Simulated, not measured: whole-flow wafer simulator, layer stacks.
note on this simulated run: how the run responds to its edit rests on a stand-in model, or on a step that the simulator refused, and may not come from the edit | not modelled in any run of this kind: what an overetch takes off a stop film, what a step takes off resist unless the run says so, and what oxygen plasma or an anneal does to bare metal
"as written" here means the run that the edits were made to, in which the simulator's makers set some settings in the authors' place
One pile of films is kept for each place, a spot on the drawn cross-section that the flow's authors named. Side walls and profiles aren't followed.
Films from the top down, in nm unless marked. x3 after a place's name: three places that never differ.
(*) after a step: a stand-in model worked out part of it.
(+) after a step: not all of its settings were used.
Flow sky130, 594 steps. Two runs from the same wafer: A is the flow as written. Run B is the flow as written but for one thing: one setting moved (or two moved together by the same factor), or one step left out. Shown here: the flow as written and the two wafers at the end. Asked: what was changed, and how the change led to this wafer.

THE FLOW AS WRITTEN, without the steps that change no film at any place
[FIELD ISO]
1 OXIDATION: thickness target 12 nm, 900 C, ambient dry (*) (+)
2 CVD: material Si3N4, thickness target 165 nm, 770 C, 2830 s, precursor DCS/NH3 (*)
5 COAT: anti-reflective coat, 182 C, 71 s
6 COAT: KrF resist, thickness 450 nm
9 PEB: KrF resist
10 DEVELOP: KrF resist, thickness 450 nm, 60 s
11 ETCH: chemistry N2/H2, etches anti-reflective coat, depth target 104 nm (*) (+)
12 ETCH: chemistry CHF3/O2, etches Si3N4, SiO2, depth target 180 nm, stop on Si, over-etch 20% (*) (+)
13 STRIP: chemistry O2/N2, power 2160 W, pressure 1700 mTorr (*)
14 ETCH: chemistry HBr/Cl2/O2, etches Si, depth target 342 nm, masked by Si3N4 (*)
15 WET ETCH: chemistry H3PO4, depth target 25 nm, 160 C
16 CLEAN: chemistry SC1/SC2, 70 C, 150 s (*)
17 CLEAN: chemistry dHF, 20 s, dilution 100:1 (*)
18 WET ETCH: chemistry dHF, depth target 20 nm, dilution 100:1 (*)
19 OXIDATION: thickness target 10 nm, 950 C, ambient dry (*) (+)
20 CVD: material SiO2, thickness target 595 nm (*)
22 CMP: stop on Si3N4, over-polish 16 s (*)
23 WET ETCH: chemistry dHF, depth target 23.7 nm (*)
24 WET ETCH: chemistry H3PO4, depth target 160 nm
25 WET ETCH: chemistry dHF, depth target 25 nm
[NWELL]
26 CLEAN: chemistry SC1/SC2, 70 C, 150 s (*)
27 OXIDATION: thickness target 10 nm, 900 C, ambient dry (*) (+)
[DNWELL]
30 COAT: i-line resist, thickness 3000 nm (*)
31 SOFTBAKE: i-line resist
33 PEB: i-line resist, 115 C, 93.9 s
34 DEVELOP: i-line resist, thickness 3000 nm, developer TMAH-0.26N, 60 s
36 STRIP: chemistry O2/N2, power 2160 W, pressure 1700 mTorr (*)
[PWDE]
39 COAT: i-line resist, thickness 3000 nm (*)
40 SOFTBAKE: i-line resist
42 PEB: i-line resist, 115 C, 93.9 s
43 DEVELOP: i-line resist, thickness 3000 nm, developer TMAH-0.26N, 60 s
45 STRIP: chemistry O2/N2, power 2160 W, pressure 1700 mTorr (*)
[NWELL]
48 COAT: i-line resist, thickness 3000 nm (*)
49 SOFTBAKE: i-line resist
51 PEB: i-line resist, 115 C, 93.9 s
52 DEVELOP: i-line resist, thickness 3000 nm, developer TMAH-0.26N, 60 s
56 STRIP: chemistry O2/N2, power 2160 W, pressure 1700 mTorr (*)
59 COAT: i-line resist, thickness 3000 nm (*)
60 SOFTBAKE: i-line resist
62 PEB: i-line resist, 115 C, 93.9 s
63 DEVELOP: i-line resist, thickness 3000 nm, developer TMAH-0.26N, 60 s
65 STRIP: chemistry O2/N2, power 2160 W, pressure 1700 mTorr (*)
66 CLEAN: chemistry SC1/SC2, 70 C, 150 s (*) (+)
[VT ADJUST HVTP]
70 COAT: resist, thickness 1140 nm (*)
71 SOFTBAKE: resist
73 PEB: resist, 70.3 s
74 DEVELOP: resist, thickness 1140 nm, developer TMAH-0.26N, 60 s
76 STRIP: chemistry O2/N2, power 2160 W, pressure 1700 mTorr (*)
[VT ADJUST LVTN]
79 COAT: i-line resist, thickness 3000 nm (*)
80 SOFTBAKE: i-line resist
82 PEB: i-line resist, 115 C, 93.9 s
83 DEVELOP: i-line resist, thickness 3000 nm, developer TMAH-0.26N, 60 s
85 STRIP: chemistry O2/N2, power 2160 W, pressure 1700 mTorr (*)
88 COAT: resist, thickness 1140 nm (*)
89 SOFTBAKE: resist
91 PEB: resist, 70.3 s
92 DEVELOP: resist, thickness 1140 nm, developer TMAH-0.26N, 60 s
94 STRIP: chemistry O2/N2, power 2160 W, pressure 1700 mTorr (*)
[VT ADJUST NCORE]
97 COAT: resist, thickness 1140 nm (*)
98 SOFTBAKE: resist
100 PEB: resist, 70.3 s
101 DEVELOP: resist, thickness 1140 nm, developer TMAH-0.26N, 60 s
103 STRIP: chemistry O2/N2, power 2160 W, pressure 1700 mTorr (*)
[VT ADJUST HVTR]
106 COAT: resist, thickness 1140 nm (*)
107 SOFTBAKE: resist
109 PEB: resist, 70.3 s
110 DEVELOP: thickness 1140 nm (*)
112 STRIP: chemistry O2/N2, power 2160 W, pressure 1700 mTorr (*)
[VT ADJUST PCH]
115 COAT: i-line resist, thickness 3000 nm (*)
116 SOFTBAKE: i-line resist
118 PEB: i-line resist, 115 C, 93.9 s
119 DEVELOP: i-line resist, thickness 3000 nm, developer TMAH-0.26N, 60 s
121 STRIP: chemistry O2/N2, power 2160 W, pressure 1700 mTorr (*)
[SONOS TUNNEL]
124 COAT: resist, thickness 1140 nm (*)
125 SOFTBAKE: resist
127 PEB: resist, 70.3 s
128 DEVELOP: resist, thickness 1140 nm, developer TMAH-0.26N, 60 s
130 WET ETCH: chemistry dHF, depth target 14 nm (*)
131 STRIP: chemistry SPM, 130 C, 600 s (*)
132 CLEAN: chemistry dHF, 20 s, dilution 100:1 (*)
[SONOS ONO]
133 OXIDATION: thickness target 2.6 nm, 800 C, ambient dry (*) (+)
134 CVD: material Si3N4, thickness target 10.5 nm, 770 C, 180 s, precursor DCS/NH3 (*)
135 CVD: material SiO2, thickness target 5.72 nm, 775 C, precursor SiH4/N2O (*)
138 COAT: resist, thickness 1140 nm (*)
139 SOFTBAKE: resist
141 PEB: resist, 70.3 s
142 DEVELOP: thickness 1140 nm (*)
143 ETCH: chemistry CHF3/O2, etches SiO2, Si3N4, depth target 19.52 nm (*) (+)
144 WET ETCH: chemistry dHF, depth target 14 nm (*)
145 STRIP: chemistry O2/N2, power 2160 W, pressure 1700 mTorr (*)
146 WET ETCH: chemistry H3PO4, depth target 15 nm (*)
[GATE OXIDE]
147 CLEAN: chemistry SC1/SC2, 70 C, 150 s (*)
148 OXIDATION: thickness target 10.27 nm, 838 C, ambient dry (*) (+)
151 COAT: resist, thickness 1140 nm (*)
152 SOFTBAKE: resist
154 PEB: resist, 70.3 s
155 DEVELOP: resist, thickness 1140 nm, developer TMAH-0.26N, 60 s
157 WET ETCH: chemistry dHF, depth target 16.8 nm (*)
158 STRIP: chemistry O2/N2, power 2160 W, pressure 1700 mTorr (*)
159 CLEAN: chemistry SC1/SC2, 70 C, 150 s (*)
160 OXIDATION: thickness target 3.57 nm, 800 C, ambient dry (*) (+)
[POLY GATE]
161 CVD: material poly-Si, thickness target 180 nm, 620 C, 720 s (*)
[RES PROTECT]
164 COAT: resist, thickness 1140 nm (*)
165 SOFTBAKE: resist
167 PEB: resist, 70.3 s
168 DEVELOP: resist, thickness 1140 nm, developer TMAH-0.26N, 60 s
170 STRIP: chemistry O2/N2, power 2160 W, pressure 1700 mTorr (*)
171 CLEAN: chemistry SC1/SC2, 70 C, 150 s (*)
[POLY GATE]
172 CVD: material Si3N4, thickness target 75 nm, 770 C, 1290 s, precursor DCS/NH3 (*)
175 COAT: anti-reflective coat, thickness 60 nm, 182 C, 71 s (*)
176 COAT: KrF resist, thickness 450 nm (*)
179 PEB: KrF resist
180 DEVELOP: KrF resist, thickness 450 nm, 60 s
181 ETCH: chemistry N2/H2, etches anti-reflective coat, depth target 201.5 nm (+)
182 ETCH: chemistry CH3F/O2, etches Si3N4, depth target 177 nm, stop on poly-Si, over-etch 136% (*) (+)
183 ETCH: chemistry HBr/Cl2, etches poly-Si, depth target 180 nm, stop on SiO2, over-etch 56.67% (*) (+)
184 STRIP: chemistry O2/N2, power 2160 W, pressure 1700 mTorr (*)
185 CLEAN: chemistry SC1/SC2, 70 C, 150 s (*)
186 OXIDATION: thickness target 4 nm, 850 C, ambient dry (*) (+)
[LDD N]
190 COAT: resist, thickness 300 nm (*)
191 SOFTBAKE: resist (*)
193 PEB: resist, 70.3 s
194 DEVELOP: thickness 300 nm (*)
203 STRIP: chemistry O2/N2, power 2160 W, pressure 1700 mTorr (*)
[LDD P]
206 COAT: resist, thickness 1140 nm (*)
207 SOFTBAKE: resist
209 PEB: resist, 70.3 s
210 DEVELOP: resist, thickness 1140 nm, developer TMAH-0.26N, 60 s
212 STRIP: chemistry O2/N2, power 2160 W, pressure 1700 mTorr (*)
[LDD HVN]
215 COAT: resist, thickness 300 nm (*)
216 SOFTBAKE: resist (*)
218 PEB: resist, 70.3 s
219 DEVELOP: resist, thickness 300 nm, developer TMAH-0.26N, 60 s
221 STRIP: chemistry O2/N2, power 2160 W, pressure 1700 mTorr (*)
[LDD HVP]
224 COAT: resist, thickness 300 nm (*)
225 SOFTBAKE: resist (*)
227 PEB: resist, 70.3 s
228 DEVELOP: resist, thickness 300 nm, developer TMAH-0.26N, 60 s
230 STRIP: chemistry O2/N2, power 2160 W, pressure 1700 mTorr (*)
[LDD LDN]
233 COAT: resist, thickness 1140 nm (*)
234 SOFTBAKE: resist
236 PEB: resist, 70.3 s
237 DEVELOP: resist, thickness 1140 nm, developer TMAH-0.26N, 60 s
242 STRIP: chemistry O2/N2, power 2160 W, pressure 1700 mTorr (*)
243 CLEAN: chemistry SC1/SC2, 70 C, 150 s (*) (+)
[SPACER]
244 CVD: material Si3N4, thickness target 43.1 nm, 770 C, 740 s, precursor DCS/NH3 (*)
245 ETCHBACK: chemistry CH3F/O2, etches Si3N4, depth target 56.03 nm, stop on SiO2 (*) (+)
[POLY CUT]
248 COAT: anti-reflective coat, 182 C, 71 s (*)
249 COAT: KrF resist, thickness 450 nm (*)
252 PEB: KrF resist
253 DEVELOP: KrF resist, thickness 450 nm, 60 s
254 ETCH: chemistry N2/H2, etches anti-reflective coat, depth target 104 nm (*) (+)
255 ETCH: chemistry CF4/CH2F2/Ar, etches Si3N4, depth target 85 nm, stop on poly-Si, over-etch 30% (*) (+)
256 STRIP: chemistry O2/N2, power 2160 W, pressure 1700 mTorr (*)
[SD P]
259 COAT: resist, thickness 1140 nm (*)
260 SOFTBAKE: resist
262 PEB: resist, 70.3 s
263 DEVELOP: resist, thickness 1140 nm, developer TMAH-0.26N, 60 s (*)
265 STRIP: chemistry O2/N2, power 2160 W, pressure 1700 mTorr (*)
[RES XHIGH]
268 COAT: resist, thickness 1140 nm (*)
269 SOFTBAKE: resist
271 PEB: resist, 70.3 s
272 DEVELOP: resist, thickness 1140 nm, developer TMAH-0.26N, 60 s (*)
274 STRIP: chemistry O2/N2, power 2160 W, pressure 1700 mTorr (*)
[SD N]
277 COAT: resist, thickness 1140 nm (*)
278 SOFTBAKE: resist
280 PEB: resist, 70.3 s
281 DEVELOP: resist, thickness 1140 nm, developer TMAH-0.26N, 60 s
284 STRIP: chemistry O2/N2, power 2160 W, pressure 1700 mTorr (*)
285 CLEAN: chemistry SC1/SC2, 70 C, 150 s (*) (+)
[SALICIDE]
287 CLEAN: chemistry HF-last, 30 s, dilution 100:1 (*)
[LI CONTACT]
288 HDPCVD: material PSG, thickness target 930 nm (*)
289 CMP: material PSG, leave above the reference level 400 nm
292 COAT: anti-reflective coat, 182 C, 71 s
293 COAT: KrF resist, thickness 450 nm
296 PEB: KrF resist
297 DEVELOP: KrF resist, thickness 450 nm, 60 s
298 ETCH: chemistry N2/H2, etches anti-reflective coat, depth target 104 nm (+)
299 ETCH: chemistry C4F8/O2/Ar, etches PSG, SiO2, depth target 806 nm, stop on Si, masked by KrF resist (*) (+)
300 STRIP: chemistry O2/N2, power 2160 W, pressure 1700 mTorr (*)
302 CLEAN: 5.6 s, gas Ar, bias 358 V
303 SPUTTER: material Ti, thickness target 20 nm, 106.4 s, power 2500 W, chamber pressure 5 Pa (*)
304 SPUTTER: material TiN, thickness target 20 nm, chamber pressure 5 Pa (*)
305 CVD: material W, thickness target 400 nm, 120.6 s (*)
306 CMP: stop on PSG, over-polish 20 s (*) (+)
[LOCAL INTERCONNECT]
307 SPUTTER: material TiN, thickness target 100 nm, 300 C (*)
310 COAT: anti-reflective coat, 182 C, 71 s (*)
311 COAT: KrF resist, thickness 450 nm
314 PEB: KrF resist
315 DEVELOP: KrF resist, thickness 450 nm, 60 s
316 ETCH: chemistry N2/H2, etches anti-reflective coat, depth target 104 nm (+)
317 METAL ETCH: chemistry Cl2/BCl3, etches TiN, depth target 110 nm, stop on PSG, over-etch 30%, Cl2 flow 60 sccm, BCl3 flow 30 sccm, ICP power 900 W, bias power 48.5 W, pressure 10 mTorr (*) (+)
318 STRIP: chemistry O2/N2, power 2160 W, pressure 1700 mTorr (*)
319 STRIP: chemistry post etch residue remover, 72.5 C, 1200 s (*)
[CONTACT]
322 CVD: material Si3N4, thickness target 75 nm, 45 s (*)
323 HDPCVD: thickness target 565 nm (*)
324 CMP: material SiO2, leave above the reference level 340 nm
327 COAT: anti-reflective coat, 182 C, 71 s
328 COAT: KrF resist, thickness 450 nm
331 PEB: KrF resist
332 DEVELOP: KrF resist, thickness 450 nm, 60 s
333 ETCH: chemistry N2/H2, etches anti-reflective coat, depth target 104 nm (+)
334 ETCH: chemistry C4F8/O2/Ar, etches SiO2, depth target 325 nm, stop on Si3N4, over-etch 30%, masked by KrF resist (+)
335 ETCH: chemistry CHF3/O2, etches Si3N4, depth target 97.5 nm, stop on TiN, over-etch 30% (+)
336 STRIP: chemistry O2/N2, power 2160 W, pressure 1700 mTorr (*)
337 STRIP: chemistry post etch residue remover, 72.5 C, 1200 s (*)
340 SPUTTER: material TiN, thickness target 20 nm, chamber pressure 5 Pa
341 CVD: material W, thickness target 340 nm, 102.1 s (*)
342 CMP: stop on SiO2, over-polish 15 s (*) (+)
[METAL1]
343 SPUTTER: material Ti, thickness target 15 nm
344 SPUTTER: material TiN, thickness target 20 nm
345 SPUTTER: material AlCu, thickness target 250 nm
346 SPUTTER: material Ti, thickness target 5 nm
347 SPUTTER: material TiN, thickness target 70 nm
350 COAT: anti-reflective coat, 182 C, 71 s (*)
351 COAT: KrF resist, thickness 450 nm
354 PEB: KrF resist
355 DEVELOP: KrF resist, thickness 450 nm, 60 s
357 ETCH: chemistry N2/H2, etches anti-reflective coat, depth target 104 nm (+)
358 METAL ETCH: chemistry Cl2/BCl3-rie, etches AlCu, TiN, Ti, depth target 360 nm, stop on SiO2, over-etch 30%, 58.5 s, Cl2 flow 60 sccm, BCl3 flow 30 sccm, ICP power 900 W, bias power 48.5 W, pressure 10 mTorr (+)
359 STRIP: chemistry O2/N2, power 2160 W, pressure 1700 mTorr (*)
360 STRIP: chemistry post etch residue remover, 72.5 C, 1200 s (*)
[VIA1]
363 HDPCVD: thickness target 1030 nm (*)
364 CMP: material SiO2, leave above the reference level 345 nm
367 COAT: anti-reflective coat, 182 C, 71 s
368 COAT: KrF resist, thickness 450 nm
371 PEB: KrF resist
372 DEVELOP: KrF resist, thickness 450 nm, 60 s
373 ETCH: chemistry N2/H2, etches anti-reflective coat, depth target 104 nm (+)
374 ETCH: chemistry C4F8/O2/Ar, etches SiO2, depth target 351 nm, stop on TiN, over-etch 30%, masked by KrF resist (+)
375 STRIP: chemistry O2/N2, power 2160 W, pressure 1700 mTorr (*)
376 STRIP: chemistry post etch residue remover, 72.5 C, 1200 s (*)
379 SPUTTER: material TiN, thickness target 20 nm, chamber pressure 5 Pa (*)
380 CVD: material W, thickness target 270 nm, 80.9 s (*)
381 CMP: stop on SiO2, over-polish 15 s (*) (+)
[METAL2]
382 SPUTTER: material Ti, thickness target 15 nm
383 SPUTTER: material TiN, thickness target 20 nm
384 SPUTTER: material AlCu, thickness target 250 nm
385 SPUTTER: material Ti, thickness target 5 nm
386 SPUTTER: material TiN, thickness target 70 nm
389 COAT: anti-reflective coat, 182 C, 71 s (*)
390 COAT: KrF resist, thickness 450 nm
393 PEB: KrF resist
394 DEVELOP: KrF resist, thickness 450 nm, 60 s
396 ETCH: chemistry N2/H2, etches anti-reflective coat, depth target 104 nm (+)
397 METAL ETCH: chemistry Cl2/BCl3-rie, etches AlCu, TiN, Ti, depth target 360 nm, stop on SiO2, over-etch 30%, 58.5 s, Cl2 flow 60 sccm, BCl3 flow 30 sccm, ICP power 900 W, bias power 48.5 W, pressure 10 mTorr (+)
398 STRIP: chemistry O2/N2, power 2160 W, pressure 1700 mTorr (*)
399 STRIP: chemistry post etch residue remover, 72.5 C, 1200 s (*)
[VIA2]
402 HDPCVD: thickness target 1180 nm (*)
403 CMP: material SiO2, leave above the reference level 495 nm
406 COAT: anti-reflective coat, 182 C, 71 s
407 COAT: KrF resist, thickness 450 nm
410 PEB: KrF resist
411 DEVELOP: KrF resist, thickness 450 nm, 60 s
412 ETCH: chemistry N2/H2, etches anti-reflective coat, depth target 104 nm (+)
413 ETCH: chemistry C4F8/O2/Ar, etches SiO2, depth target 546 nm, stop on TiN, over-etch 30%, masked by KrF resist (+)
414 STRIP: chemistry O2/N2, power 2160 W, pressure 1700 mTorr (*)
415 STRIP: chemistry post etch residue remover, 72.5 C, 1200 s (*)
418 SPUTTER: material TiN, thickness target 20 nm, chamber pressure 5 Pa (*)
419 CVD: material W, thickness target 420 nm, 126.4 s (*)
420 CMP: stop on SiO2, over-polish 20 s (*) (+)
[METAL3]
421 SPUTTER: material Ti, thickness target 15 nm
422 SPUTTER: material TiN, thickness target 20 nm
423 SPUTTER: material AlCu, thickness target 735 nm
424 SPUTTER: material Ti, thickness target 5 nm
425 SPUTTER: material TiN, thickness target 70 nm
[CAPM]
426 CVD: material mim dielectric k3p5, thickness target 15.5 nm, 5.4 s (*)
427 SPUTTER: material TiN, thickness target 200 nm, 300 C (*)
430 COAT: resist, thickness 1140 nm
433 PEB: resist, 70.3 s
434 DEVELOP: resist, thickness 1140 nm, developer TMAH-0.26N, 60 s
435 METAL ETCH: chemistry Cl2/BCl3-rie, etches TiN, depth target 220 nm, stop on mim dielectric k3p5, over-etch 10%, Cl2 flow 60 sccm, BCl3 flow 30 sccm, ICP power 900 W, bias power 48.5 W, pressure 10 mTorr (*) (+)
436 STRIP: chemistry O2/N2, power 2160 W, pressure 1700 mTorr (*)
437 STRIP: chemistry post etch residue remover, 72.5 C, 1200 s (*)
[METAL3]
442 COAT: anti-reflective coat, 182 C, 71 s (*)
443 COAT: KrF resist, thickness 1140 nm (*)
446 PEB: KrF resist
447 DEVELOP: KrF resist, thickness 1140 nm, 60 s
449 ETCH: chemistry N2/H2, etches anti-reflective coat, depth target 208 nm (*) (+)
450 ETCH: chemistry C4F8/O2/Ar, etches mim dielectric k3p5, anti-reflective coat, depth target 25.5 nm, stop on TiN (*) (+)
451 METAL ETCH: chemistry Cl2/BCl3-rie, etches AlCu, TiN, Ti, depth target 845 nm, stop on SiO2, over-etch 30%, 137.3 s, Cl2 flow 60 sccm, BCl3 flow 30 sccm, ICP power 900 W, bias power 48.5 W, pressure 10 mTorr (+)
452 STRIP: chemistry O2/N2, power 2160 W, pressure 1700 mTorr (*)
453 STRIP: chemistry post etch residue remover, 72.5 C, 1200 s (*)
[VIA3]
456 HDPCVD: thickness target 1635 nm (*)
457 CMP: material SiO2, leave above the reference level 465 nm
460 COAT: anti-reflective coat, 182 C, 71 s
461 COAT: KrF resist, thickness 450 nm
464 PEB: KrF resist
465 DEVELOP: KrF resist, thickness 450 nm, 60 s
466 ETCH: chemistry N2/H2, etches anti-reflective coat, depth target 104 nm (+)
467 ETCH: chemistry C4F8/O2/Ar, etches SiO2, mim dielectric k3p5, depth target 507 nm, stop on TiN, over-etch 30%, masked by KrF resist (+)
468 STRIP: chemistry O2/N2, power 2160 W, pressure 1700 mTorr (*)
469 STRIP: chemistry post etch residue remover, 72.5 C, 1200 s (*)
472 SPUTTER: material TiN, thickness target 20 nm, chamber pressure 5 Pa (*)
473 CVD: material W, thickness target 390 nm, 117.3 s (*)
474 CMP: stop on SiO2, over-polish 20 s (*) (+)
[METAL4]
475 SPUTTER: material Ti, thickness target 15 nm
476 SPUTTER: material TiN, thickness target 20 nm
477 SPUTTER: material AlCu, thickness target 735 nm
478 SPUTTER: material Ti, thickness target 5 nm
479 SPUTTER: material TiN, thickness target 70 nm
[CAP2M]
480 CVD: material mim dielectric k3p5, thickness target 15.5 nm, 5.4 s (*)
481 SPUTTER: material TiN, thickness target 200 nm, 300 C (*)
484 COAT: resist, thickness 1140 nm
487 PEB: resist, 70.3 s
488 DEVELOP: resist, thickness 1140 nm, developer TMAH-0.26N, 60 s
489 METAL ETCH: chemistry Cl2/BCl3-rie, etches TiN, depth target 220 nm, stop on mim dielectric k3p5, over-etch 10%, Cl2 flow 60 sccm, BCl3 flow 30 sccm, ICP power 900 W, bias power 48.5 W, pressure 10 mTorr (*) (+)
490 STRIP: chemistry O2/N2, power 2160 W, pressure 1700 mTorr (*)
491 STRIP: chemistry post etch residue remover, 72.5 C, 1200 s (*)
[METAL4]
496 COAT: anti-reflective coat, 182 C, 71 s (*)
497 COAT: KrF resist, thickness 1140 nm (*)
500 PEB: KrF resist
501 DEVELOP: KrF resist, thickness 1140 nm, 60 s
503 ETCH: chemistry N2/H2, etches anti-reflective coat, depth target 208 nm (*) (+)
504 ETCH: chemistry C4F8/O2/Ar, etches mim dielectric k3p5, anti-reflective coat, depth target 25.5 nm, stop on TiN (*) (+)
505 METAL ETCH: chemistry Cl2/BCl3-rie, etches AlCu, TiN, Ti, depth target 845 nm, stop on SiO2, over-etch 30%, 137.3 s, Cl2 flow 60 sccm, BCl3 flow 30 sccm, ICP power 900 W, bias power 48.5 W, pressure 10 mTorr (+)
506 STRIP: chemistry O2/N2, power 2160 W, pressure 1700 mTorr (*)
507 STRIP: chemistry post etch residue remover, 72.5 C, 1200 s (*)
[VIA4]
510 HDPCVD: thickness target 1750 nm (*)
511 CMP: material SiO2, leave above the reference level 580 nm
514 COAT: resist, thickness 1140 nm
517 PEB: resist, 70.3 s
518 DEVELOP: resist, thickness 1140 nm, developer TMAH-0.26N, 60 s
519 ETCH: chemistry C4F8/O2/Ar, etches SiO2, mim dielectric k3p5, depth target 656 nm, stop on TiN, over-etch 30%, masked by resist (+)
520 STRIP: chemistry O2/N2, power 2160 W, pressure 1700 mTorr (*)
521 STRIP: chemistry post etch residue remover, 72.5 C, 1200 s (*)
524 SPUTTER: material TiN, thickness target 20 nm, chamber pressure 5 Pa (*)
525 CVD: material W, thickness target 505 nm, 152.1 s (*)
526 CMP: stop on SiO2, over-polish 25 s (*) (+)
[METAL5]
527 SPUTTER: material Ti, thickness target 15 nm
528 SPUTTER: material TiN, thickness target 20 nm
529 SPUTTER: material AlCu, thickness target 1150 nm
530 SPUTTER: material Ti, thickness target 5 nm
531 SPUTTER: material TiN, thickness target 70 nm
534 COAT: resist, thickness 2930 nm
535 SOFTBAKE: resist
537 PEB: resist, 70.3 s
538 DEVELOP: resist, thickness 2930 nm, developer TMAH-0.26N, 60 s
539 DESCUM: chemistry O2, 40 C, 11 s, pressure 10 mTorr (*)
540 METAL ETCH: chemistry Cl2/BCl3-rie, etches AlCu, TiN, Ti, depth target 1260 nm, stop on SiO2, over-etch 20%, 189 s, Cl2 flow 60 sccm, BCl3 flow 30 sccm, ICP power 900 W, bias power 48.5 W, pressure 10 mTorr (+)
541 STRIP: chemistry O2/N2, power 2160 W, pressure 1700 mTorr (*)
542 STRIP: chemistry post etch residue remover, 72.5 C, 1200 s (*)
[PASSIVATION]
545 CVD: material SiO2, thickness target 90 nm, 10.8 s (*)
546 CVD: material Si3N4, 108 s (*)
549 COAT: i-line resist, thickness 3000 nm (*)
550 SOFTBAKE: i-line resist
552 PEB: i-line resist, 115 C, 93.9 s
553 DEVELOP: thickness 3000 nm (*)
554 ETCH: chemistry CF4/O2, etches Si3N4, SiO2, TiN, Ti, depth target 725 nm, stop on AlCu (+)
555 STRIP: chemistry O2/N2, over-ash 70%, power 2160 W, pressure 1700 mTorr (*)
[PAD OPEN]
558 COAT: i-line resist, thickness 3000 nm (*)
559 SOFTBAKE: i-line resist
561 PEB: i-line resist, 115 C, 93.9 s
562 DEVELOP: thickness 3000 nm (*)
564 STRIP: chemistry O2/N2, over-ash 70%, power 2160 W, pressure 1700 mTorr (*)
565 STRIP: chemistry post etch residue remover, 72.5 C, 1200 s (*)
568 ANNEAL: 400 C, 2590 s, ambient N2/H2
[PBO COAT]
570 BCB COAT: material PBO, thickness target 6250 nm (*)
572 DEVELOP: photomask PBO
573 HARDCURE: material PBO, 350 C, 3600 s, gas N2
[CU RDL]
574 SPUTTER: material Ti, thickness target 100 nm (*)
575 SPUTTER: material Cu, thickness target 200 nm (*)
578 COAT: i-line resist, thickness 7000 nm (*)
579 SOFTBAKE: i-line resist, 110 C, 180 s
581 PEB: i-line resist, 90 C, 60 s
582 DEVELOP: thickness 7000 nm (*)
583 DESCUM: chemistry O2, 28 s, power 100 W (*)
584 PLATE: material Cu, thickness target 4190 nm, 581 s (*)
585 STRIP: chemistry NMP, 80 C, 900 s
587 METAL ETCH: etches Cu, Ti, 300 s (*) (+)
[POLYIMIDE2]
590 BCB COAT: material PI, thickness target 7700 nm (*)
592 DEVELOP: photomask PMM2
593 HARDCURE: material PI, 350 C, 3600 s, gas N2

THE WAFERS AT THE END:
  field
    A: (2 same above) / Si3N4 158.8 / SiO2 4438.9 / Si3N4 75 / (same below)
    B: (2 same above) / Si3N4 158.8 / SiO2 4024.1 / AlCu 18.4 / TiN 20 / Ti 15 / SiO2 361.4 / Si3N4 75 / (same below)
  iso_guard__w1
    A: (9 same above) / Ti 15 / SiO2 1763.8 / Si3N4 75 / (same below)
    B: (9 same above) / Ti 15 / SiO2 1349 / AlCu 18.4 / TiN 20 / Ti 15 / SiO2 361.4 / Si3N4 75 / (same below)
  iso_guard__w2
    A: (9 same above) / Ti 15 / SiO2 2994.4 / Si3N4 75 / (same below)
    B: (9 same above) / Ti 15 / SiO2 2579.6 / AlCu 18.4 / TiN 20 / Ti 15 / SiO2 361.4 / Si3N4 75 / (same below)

The cause: step 358, METAL ETCH: depth target 230.4 nm was run, where the flow has depth target 360 nm; step 358, METAL ETCH: 37.4 s was run, where the flow has 58.5 s.

How the change led to this, step by step:
  358 METAL ETCH: chemistry Cl2/BCl3-rie, etches AlCu, TiN, Ti, depth target 360 nm, stop on SiO2, over-etch 30%, 58.5 s, Cl2 flow 60 sccm, BCl3 flow 30 sccm, ICP power 900 W, bias power 48.5 W, pressure 10 mTorr (+)
      field, active, gate and 81 more: A TiN -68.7 (all of it), Ti -5 (all of it), AlCu -250 (all of it), TiN -20 (all of it), Ti -15 (all of it), SiO2 -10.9 | B TiN -68.7 (all of it), Ti -5 (all of it), AlCu -225.9
      n_well, p_well, gate_hv and 104 more: A KrF resist -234 | B KrF resist -149.8
  359 STRIP: chemistry O2/N2, power 2160 W, pressure 1700 mTorr (*)
      n_well, p_well, gate_hv and 100 more: A KrF resist -143.8 (all of it), anti-reflective coat -80 (all of it) | B KrF resist -228.1 (all of it), anti-reflective coat -80 (all of it)
      poly_licon, ndiff_licon, ndiff_licon_cpp, rpo_hd_licon: A KrF resist -143.9 (all of it), anti-reflective coat -80.5 (all of it) | B KrF resist -228.1 (all of it), anti-reflective coat -80.5 (all of it)
  360 STRIP: chemistry post etch residue remover, 72.5 C, 1200 s (*)
      field, active, gate and 81 more: A nothing | B AlCu -5.72
  363 HDPCVD: thickness target 1030 nm (*)
      field, active, gate and 81 more: A SiO2 +1030 | B SiO2 +1030 (new film)
  364 CMP: material SiO2, leave above the reference level 345 nm
      field, active, gate and 81 more: A SiO2 -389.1 | B SiO2 -453.4
Counting metal films that touch as one body, field has 1 body; the flow as written gives 0 bodies.
Counting metal films that touch as one body, iso_guard__w1 has 2 bodies (between them, from the top down: SiO2 1349); the flow as written gives 1 body.
Counting metal films that touch as one body, iso_guard__w2 has 2 bodies (between them, from the top down: SiO2 2579.6); the flow as written gives 1 body.
